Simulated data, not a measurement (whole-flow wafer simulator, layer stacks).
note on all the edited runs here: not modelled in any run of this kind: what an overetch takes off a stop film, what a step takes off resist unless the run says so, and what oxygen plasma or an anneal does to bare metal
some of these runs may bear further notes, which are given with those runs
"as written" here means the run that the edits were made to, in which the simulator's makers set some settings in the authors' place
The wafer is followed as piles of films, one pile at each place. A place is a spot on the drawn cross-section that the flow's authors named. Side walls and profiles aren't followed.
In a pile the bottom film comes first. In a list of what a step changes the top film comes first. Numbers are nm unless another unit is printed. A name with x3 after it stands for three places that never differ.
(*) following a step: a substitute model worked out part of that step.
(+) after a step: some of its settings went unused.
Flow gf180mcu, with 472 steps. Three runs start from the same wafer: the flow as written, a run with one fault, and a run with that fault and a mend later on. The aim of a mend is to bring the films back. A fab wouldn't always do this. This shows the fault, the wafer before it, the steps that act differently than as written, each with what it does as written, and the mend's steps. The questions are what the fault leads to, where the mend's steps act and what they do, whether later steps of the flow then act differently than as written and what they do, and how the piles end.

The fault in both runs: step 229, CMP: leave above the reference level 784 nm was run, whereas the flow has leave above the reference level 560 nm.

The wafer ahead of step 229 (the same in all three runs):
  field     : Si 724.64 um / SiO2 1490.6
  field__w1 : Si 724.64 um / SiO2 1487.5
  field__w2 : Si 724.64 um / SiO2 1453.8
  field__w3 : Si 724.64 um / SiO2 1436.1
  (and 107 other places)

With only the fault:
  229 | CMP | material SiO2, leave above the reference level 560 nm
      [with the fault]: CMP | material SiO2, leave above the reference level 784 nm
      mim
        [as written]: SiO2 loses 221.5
        [with the fault]: nothing
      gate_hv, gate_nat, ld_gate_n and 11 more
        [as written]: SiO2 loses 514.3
        [with the fault]: SiO2 loses 290.3
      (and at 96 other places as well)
  Steps further on in the flow that do not act as written (1 other step is not shown; it differs only slightly, by no more than 2% or 0.5 nm, whichever is larger):
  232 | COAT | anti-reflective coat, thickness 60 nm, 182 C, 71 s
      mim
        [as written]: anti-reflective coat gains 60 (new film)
        [with the fault]: anti-reflective coat gains 61.7 (new film)
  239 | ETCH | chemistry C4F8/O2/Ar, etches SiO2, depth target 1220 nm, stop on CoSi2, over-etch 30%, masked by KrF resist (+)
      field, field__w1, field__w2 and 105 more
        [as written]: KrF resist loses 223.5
        [with the fault]: KrF resist loses 244
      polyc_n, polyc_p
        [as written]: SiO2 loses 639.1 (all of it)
        [with the fault]: SiO2 loses 863.1 (all of it)
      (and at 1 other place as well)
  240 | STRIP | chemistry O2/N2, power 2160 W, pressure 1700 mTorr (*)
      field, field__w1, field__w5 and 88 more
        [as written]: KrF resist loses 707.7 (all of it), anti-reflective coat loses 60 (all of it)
        [with the fault]: KrF resist loses 687.2 (all of it), anti-reflective coat loses 60 (all of it)
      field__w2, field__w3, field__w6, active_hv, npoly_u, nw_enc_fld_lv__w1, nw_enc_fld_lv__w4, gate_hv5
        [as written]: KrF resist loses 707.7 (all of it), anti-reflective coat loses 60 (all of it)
        [with the fault]: KrF resist loses 687.1 (all of it), anti-reflective coat loses 60 (all of it)
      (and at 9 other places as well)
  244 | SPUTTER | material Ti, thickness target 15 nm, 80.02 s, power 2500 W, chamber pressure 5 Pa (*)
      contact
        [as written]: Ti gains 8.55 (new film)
        [with the fault]: Ti gains 7.51 (new film)
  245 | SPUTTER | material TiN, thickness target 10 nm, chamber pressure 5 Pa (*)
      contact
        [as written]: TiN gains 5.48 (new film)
        [with the fault]: TiN gains 4.83 (new film)
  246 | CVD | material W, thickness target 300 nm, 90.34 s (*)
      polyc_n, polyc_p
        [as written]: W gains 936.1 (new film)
        [with the fault]: W gains 1160.1 (new film)
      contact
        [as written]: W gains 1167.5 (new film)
        [with the fault]: W gains 1393.2 (new film)
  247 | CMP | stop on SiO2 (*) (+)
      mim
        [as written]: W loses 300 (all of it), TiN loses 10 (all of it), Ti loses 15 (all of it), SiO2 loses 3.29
        [with the fault]: W loses 300 (all of it), TiN loses 10 (all of it), Ti loses 15 (all of it), SiO2 loses 0.77
  By the end, the piles at field, field__w1, field__w2 and 109 more depart from the flow's by more than 2% or 0.5 nm, whichever is larger.
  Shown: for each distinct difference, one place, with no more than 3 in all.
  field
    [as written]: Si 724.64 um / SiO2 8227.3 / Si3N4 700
    [with the fault]: Si 724.64 um / SiO2 8451.3 / Si3N4 700
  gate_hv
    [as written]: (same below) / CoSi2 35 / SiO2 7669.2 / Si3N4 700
    [with the fault]: (same below) / CoSi2 35 / SiO2 7893.2 / Si3N4 700
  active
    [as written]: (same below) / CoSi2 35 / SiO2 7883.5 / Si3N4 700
    [with the fault]: (same below) / CoSi2 35 / SiO2 8107.5 / Si3N4 700

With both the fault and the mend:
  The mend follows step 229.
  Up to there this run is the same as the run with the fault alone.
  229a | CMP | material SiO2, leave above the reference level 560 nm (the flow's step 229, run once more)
      field, field__w1, field__w2 and 107 more
        SiO2 loses 224
      mim
        SiO2 loses 221.5
  Later steps of the flow that are run all act as written at every place that is followed.
  The piles end the same as the flow's at every place that both follow.
